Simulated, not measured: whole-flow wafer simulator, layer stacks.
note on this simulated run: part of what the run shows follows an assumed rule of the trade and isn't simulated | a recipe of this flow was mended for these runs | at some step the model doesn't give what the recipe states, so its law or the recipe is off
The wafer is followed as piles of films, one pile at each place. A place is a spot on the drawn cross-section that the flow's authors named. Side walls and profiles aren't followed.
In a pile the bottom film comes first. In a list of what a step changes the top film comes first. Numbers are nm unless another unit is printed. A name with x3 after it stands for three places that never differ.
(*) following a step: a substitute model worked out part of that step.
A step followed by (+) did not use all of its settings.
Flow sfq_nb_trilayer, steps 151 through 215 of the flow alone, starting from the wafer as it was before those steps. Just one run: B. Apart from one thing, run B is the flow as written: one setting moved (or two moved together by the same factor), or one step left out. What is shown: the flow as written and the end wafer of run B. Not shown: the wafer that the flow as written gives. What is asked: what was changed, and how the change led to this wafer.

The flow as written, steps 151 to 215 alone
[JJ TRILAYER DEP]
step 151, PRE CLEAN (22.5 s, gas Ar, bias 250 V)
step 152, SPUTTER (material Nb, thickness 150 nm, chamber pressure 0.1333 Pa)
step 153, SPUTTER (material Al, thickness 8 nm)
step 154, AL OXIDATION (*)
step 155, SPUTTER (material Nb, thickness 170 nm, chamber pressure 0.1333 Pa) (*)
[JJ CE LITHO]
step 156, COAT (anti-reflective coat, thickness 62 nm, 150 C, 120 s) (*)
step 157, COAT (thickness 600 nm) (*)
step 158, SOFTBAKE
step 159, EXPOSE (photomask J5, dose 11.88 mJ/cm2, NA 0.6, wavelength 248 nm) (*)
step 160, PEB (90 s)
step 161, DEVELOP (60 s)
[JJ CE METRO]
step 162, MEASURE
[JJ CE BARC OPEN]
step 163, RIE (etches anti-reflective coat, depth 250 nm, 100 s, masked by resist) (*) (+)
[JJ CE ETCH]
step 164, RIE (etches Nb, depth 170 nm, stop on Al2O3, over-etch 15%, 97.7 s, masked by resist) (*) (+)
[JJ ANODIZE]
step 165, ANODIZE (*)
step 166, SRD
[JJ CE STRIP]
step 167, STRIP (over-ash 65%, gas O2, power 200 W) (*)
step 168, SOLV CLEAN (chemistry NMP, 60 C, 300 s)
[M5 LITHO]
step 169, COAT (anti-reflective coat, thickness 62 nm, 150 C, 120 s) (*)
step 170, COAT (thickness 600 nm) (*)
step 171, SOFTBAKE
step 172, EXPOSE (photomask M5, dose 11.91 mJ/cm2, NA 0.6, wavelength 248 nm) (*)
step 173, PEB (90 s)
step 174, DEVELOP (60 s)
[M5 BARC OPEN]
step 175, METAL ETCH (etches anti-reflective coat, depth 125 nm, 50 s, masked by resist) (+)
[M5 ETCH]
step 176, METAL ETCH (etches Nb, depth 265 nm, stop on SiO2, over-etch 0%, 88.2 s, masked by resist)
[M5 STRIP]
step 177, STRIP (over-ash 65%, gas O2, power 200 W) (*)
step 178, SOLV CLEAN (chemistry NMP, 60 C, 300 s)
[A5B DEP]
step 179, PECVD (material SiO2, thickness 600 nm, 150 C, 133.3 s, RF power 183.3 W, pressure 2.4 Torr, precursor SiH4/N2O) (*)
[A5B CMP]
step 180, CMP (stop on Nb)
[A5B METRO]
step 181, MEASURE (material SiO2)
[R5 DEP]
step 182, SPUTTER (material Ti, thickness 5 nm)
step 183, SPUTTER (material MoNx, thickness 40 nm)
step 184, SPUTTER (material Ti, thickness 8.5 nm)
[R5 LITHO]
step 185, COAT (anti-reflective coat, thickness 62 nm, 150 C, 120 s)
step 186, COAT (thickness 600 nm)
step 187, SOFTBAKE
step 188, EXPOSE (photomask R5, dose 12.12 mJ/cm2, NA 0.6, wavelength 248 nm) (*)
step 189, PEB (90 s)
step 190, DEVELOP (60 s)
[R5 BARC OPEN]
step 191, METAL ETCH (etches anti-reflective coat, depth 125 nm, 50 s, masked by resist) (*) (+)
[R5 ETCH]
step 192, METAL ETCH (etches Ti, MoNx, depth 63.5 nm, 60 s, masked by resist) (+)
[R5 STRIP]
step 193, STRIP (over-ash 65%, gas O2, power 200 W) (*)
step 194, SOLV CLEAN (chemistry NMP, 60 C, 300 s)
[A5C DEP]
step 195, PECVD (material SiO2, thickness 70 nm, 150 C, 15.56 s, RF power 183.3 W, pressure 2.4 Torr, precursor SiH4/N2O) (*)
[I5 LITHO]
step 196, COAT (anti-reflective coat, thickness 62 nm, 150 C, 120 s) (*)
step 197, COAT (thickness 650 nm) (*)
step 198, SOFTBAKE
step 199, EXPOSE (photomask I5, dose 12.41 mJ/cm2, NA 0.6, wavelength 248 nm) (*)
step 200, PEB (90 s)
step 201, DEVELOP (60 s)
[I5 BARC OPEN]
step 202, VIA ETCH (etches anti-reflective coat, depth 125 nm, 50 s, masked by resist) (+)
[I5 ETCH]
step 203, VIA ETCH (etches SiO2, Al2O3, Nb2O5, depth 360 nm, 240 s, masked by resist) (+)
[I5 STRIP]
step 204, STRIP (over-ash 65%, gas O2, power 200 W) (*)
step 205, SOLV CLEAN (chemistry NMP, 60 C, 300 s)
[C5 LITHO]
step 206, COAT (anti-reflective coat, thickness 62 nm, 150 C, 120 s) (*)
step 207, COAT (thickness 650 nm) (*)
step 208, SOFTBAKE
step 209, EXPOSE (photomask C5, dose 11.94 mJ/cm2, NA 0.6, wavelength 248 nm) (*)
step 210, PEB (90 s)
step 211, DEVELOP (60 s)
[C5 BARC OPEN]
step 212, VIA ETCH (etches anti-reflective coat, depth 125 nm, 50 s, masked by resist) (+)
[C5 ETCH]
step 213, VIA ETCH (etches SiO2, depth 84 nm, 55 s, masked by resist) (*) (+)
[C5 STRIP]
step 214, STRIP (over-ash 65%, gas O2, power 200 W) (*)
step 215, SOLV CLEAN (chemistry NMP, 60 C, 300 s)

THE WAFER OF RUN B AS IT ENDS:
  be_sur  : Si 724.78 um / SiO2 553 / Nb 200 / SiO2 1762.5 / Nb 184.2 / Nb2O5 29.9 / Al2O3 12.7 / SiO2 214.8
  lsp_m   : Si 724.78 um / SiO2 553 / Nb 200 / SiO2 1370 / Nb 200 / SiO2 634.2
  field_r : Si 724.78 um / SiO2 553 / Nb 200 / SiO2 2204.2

What caused this: step 152, SPUTTER: thickness 195 nm was run, whereas the flow has thickness 150 nm.

The path from the change to this, step by step:
  step 152, SPUTTER (material Nb, thickness 150 nm, chamber pressure 0.1333 Pa)
      field_l, v_sur, via_sp and 100 more: Nb gains 195 (new film) (in the flow as written it would be: Nb gains 150 (new film))
      via_wl, via_w, via_wr: Nb gains 169.2 (in the flow as written it would be: Nb gains 129.8)
  step 156, COAT (anti-reflective coat, thickness 62 nm, 150 C, 120 s) (*)
      via_wl, via_wr: anti-reflective coat gains 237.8 (new film) (in the flow as written it would be: anti-reflective coat gains 224.3 (new film))
      v_sur: anti-reflective coat gains 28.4 (new film) (in the flow as written it would be: anti-reflective coat gains 27.8 (new film))
      (and at 1 other place as well)
  step 163, RIE (etches anti-reflective coat, depth 250 nm, 100 s, masked by resist) (*) (+)
      via_wl, via_wr: anti-reflective coat loses 237.8 (all of it) (in the flow as written it would be: anti-reflective coat loses 224.3 (all of it))
      v_sur: anti-reflective coat loses 28.4 (all of it) (in the flow as written it would be: anti-reflective coat loses 27.8 (all of it))
      (and at 1 other place as well)
  step 165, ANODIZE (*)
      via_wl, via_wr: Al2O3 gains 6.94 (new film), Nb2O5 gains 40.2 (new film), Al loses 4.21 (all of it), Nb loses 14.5 (in the flow as written it would be: Al2O3 gains 7.51 (new film), Nb2O5 gains 39.2 (new film), Al loses 4.55 (all of it), Nb loses 14.1)
  step 169, COAT (anti-reflective coat, thickness 62 nm, 150 C, 120 s) (*)
      via_wl, via_wr: anti-reflective coat gains 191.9 (new film) (in the flow as written it would be: anti-reflective coat gains 184 (new film))
      v_sur: anti-reflective coat gains 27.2 (new film) (in the flow as written it would be: anti-reflective coat gains 26.6 (new film))
      (and at 1 other place as well)
  step 176, METAL ETCH (etches Nb, depth 265 nm, stop on SiO2, over-etch 0%, 88.2 s, masked by resist)
      field_l, res, r_end and 47 more: Al2O3 loses 12.6 (all of it), Nb2O5 loses 29.9 (all of it), Nb loses 184.2 (all of it), SiO2 loses 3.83 (in the flow as written it would be: Al2O3 loses 12.6 (all of it), Nb2O5 loses 29.9 (all of it), Nb loses 139.2 (all of it), SiO2 loses 8.33)
      r_sur, wl_a_sl, wl_a_m6: Al2O3 loses 12.5 (all of it), Nb2O5 loses 29.9 (all of it), Nb loses 184.2 (all of it), SiO2 loses 3.83 (in the flow as written it would be: Al2O3 loses 12.5 (all of it), Nb2O5 loses 29.9 (all of it), Nb loses 139.2 (all of it), SiO2 loses 8.33)
  step 177, STRIP (over-ash 65%, gas O2, power 200 W) (*)
      v_sur: KrF-resist-other-grade loses 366 (all of it), anti-reflective coat loses 27.2 (all of it) (in the flow as written it would be: KrF-resist-other-grade loses 366.5 (all of it), anti-reflective coat loses 26.6 (all of it))
      via_wl: KrF-resist-other-grade loses 415.7 (all of it), anti-reflective coat loses 191.9 (all of it) (in the flow as written it would be: KrF-resist-other-grade loses 418.2 (all of it), anti-reflective coat loses 184 (all of it))
      (and at 2 other places as well)
  step 180, CMP (stop on Nb)
      field_l, p4_fl x5, p4_w1 x9 and 27 more: SiO2 loses 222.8 (in the flow as written it would be: SiO2 loses 263.3)
      r_sur, res, r_end, moat, field_r, lsp_l: SiO2 loses 214.4 (in the flow as written it would be: SiO2 loses 256.4)
      (and at 8 other places as well)
